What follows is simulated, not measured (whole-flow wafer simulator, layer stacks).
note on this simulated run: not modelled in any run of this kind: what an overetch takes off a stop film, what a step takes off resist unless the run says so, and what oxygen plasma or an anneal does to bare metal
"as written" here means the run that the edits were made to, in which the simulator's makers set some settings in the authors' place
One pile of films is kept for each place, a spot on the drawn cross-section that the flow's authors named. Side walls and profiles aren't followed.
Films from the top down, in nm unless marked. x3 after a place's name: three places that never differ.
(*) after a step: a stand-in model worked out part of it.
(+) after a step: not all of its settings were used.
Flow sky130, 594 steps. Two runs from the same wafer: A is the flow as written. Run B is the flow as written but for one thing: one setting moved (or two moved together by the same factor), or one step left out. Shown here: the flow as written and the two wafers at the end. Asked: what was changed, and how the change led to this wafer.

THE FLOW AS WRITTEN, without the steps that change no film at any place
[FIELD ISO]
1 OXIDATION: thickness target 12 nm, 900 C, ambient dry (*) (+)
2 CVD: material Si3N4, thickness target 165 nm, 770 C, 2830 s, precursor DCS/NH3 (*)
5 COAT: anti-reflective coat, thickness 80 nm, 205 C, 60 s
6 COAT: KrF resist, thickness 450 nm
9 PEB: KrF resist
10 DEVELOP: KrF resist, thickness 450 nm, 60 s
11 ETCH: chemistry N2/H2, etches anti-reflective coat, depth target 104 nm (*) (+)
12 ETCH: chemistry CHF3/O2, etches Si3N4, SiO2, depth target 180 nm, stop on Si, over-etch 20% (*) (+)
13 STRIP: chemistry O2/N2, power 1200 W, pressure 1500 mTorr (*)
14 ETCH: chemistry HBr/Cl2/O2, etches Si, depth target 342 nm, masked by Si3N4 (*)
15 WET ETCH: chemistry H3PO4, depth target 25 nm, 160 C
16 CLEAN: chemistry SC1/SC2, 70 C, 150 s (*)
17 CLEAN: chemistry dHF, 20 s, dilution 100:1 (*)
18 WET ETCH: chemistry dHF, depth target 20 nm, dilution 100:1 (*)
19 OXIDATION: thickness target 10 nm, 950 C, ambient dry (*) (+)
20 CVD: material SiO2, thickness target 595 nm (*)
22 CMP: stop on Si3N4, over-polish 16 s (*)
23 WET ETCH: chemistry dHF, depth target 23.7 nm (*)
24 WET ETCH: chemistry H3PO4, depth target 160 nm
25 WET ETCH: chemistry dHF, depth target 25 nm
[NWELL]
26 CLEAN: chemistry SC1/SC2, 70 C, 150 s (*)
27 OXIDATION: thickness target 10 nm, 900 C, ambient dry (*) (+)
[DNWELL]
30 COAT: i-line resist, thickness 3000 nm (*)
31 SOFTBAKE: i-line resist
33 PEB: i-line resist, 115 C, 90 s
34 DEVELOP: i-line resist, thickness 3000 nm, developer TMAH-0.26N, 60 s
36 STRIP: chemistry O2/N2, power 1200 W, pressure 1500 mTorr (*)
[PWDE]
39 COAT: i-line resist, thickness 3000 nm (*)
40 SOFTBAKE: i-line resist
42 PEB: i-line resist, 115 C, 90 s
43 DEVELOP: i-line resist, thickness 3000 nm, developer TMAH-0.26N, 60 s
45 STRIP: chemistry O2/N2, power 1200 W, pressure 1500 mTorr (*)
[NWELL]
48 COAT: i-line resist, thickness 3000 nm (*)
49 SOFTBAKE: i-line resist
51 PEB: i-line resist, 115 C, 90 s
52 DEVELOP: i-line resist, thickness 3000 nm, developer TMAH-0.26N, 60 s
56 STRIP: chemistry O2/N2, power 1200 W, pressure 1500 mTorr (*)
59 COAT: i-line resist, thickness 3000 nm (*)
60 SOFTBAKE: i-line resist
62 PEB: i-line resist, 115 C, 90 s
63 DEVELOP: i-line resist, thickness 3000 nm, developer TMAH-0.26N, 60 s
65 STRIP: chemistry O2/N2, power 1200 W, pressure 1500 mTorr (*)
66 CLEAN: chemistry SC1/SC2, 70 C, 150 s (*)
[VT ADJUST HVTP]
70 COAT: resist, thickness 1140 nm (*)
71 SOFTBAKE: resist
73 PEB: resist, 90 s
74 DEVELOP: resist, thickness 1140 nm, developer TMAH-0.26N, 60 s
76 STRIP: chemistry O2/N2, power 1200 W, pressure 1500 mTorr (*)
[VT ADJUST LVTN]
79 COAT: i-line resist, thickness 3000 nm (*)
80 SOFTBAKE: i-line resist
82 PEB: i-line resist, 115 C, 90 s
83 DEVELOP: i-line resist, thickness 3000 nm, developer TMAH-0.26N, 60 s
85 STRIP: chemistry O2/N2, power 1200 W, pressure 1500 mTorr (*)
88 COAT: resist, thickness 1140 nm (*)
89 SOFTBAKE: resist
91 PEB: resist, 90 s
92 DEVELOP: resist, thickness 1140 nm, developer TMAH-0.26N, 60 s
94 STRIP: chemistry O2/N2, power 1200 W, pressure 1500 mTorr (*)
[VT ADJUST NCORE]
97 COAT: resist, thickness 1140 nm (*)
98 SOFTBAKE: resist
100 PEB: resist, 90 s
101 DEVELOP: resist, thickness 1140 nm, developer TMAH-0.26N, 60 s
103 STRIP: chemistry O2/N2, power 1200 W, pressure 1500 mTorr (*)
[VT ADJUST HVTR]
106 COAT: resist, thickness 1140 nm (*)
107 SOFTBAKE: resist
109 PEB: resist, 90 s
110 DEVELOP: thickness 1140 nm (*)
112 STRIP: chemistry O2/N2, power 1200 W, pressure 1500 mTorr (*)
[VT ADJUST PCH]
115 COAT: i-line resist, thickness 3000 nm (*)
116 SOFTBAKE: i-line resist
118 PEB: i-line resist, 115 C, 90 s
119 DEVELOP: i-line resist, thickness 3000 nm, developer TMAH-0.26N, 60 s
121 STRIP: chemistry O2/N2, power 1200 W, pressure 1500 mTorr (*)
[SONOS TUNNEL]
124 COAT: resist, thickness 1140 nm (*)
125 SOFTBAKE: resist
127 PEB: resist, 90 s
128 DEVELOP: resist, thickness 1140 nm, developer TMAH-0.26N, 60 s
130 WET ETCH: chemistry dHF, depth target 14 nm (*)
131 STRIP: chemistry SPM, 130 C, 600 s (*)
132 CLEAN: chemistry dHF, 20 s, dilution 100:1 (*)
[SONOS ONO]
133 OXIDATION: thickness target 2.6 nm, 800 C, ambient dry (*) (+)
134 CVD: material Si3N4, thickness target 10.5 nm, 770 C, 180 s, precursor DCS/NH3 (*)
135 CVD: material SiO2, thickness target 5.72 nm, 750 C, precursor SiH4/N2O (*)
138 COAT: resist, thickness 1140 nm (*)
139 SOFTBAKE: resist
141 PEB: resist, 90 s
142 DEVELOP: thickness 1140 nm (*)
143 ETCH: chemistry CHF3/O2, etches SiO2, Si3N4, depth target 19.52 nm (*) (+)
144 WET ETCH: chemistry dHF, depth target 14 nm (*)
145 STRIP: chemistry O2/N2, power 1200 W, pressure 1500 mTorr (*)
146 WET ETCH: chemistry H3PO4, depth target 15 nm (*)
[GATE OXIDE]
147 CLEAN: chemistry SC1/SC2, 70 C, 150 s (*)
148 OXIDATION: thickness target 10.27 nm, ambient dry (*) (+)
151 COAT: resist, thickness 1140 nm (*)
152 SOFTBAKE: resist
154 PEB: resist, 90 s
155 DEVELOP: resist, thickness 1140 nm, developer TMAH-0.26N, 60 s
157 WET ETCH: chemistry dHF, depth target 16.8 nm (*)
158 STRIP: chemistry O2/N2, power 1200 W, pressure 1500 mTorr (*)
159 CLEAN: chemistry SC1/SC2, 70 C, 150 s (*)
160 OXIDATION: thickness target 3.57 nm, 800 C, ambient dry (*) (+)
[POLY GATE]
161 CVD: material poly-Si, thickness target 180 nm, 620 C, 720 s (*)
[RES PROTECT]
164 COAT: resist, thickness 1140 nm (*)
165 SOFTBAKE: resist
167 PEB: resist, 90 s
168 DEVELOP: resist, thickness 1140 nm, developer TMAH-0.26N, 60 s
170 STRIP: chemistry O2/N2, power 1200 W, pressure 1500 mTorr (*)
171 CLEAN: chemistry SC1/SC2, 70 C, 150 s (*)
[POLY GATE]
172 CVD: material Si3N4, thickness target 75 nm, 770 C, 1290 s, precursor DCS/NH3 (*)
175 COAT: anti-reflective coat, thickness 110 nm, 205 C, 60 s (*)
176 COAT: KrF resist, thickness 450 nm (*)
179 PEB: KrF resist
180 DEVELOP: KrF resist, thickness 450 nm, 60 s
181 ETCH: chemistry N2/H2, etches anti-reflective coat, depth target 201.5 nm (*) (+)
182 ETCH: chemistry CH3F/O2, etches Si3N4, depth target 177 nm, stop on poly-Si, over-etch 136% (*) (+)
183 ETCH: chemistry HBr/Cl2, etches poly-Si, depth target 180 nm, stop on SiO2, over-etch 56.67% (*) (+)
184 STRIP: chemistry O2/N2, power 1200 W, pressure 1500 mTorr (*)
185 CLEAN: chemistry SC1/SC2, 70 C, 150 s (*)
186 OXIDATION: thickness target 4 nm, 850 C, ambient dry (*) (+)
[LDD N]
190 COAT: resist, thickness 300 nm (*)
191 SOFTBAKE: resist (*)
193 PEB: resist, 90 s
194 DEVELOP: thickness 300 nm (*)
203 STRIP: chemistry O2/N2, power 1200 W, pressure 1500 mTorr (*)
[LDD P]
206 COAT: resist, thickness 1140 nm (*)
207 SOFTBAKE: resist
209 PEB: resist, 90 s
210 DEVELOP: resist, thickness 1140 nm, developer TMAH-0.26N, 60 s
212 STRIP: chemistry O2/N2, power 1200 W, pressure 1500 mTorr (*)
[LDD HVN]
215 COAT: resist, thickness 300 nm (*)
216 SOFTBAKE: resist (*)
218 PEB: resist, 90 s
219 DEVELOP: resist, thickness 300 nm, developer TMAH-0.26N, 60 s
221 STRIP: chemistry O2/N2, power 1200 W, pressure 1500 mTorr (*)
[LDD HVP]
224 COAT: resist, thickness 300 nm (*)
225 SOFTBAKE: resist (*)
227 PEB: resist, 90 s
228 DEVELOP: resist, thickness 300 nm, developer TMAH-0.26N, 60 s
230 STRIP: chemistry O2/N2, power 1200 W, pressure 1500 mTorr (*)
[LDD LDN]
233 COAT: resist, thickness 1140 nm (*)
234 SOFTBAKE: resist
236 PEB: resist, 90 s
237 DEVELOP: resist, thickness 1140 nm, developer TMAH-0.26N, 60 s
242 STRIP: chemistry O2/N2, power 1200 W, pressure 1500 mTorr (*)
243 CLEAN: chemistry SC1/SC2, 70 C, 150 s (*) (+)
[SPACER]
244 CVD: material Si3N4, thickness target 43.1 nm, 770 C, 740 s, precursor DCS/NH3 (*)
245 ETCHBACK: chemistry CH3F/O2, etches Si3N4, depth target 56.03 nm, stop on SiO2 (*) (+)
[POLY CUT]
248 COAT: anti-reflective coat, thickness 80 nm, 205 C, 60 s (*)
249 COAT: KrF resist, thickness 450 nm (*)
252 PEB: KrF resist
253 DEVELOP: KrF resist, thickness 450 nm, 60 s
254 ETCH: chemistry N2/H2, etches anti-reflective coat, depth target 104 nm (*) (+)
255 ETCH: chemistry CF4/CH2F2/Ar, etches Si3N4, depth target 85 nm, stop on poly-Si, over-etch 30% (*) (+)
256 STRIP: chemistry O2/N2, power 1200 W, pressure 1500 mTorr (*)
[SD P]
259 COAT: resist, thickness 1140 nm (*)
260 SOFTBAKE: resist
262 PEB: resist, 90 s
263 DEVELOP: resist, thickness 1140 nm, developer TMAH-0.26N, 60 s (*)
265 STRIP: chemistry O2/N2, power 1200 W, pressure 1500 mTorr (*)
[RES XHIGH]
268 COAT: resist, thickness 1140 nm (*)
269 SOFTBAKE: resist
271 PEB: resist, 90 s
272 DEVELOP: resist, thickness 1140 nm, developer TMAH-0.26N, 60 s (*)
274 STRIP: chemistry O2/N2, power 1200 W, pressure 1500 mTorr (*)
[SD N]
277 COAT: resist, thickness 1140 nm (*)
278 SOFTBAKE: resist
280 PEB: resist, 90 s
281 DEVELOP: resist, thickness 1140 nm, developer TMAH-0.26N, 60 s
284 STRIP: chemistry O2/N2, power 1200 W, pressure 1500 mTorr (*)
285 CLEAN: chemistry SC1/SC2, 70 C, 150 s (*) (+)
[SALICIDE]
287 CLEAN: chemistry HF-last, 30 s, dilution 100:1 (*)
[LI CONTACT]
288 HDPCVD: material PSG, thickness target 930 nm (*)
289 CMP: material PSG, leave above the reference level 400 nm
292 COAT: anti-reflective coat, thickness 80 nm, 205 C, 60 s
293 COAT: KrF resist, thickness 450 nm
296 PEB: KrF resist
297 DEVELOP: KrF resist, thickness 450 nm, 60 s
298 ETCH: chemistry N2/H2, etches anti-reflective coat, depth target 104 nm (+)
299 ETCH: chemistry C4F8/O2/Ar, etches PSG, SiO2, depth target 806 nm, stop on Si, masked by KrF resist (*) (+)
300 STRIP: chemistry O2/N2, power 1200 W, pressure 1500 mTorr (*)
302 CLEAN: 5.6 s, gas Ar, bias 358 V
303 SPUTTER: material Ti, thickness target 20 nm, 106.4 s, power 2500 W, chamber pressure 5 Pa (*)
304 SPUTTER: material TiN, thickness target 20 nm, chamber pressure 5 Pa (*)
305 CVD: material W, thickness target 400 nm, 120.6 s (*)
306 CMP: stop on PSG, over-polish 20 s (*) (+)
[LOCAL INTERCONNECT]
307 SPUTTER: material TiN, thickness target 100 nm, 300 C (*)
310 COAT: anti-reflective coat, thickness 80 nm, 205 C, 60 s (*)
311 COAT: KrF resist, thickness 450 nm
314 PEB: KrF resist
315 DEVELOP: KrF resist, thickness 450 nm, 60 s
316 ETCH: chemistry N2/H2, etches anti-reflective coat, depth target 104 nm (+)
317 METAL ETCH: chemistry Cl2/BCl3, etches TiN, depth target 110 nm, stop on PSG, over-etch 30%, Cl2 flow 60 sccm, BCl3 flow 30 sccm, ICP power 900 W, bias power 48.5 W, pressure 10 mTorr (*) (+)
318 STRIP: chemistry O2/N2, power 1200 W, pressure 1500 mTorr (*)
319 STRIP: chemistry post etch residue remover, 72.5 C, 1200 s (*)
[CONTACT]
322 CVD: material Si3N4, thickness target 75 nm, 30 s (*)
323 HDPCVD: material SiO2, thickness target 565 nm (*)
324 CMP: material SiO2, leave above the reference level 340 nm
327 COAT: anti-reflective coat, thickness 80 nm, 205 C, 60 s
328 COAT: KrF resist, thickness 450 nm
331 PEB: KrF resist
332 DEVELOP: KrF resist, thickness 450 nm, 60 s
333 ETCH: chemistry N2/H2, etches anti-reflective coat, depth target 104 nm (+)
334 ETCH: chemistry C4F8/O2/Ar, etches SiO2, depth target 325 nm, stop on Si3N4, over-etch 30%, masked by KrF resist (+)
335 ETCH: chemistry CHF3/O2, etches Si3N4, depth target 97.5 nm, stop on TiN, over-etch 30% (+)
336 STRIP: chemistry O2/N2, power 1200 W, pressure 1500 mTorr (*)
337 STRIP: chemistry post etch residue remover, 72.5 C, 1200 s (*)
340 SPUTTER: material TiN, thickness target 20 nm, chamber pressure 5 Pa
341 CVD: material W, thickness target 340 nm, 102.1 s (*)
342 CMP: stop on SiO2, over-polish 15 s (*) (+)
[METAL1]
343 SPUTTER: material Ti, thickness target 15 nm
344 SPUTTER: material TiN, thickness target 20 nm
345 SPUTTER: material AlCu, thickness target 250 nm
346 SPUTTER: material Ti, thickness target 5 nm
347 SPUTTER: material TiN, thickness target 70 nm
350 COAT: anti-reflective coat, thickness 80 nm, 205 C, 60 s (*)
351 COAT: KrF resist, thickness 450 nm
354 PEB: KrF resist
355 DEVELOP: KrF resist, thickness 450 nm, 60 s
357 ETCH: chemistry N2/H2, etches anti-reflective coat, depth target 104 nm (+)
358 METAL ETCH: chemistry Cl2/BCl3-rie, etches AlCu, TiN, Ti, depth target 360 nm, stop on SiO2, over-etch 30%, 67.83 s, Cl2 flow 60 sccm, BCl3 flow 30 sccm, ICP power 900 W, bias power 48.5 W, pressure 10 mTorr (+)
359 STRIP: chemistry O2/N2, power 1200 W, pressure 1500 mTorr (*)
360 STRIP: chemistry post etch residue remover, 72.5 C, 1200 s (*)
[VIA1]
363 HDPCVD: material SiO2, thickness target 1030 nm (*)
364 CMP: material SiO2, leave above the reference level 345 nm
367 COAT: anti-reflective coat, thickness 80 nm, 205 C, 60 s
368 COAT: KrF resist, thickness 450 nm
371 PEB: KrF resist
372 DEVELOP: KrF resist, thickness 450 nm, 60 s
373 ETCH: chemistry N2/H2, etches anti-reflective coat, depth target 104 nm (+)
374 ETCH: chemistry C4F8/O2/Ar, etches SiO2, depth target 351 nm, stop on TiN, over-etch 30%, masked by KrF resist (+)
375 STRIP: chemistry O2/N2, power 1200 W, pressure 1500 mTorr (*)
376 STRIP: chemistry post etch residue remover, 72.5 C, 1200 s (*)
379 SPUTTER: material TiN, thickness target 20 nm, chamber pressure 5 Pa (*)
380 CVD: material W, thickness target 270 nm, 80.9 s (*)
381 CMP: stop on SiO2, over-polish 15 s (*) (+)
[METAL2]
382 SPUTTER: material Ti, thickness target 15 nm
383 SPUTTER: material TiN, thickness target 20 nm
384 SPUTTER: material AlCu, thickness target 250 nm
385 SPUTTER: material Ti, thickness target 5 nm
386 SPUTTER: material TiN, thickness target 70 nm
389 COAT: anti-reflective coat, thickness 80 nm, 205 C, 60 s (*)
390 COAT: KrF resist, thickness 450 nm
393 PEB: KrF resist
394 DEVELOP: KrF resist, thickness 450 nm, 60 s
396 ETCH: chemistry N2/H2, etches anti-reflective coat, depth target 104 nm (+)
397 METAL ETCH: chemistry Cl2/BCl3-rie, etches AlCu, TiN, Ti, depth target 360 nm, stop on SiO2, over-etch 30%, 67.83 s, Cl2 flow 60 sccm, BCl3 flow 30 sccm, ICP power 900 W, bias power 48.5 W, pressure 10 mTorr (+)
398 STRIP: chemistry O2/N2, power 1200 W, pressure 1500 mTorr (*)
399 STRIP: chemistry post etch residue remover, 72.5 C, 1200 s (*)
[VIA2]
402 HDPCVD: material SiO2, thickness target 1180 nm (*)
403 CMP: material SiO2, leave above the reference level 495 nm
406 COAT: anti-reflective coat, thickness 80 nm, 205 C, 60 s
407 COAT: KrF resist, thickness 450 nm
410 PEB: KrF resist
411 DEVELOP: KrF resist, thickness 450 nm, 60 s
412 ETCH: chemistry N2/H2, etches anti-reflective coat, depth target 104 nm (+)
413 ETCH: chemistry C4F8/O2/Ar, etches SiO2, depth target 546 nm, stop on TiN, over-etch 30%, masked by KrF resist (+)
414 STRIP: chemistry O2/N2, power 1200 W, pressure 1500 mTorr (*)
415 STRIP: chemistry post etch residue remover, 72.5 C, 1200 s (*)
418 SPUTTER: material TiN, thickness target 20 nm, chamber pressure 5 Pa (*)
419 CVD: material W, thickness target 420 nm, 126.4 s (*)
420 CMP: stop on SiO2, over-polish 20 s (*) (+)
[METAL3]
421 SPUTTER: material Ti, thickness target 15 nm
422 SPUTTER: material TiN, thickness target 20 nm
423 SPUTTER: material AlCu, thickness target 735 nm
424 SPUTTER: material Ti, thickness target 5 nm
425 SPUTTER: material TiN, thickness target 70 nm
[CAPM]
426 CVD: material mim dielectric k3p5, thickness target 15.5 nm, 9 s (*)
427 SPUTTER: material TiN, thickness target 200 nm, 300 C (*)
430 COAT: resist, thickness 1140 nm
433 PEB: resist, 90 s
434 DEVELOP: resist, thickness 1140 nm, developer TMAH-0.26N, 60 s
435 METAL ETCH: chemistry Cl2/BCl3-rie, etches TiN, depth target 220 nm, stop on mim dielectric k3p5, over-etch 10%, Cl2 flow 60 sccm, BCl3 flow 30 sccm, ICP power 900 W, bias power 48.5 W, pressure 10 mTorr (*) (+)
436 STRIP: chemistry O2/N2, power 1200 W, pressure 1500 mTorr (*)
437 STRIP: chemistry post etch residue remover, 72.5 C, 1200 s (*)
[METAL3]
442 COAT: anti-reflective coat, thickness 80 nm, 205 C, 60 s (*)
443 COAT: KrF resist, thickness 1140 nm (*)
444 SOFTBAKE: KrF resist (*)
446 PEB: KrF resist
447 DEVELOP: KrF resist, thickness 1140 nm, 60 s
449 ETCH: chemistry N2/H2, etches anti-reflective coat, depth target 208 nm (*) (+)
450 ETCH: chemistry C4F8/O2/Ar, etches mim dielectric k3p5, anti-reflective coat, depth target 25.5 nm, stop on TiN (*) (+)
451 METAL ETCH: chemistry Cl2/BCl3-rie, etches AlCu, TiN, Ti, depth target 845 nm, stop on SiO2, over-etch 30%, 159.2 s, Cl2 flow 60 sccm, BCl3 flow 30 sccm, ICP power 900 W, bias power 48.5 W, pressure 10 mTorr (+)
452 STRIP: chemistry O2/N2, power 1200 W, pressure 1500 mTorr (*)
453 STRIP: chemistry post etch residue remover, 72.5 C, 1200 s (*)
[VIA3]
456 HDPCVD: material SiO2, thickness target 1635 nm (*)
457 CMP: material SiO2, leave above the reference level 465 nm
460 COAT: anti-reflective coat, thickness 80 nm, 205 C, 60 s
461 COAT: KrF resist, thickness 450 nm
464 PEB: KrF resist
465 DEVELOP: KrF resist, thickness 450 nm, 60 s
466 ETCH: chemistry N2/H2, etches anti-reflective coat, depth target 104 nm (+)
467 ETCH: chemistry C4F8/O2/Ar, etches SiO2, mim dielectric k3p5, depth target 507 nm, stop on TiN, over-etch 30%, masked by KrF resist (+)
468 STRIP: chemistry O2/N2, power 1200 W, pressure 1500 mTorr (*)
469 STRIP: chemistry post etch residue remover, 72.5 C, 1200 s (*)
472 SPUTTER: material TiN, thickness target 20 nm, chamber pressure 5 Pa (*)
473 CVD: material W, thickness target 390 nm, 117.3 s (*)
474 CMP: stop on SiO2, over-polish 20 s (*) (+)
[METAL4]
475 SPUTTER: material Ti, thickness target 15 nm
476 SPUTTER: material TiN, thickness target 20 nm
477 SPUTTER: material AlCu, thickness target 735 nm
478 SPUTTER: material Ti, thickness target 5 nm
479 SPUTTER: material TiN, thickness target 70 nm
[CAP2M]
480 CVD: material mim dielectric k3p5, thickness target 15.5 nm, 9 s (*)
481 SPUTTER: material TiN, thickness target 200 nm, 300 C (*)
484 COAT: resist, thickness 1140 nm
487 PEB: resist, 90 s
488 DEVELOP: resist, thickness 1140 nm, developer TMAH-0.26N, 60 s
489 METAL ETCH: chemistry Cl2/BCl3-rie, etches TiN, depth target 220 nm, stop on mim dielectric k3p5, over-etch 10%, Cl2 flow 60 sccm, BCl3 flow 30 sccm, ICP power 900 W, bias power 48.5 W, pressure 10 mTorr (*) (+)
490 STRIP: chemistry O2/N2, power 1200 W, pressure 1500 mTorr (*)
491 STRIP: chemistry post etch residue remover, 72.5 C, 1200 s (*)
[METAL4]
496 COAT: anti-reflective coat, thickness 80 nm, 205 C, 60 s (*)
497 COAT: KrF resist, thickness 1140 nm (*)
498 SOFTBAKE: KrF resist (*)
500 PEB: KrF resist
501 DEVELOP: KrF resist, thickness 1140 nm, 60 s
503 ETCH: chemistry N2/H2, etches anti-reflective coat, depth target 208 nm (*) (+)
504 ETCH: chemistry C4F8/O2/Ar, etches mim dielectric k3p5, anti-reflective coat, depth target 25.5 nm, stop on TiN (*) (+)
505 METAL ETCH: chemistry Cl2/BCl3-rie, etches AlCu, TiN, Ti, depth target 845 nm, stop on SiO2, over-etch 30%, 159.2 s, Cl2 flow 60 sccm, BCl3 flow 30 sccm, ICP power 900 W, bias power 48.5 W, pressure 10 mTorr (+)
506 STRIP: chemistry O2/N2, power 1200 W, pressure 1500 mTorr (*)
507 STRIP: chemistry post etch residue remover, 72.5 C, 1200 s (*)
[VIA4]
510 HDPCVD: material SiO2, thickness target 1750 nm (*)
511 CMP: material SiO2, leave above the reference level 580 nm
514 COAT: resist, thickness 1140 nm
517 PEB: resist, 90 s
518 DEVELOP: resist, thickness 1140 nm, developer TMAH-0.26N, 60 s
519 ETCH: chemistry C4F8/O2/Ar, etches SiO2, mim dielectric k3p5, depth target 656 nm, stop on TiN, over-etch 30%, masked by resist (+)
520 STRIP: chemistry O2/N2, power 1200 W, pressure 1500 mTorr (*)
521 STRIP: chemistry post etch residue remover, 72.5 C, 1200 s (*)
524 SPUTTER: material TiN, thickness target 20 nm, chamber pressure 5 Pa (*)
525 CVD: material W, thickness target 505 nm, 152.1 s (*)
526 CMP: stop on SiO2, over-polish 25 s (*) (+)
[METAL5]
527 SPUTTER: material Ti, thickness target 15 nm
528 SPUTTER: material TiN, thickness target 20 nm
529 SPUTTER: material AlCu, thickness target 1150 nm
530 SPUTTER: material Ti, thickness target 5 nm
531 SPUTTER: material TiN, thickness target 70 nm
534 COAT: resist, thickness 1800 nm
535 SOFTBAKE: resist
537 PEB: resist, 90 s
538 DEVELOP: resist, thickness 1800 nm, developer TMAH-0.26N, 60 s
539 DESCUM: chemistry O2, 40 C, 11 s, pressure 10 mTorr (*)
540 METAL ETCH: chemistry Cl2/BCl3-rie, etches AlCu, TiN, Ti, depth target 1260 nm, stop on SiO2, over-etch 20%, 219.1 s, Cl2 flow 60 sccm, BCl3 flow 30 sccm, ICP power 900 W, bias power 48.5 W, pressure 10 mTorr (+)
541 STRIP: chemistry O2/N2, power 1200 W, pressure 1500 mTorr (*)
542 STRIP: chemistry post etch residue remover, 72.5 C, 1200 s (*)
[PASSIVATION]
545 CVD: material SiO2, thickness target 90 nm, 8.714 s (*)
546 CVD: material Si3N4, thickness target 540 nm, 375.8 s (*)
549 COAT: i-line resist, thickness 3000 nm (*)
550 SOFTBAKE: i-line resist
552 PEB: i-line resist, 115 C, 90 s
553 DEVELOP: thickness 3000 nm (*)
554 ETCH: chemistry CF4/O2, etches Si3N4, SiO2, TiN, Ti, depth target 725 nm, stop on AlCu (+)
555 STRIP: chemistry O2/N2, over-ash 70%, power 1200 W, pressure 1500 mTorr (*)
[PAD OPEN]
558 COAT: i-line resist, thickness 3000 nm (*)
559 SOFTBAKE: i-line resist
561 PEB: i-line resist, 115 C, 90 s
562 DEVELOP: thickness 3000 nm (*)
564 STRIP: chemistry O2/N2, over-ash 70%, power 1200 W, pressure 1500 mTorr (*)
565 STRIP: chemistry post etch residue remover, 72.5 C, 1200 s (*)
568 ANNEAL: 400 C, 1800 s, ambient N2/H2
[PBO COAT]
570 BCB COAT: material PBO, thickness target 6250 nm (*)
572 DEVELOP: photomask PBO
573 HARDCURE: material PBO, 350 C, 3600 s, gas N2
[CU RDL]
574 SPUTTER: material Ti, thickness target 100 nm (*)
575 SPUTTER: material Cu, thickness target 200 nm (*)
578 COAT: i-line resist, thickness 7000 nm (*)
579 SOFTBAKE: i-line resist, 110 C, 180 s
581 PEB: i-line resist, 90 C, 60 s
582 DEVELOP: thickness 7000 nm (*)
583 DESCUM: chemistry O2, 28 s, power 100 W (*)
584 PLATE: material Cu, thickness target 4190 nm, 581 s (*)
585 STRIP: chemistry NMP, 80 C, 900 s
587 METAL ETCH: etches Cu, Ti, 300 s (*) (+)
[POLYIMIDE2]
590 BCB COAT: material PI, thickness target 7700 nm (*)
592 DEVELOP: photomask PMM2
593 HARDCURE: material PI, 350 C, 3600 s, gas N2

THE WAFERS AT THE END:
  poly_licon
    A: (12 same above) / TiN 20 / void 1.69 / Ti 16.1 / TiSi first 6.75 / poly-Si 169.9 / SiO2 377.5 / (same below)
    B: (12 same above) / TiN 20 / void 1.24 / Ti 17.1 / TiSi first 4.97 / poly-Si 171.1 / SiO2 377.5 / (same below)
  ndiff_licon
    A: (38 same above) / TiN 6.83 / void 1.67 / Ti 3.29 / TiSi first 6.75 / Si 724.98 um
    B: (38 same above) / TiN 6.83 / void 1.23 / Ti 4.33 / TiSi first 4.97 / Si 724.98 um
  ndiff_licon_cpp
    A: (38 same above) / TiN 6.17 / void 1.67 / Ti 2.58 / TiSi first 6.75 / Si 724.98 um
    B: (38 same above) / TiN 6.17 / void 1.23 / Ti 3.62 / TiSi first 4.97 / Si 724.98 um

The cause: step 568, ANNEAL: 377 C was run, where the flow has 400 C.

How the change led to this, step by step:
  568 ANNEAL: 400 C, 1800 s, ambient N2/H2
      poly_licon, rpo_hd_licon: A under 11 films: void +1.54 (new film), Ti -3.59, TiSi first +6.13 (new film), poly-Si -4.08 | B under 11 films: void +1.02 (new film), Ti -2.39, TiSi first +4.09 (new film), poly-Si -2.72
      ndiff_licon, ndiff_licon_cpp: A under 37 films: void +1.52 (new film), Ti -3.59, TiSi first +6.13 (new film), Si -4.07 | B under 37 films: void +1.01 (new film), Ti -2.39, TiSi first +4.09 (new film), Si -2.71
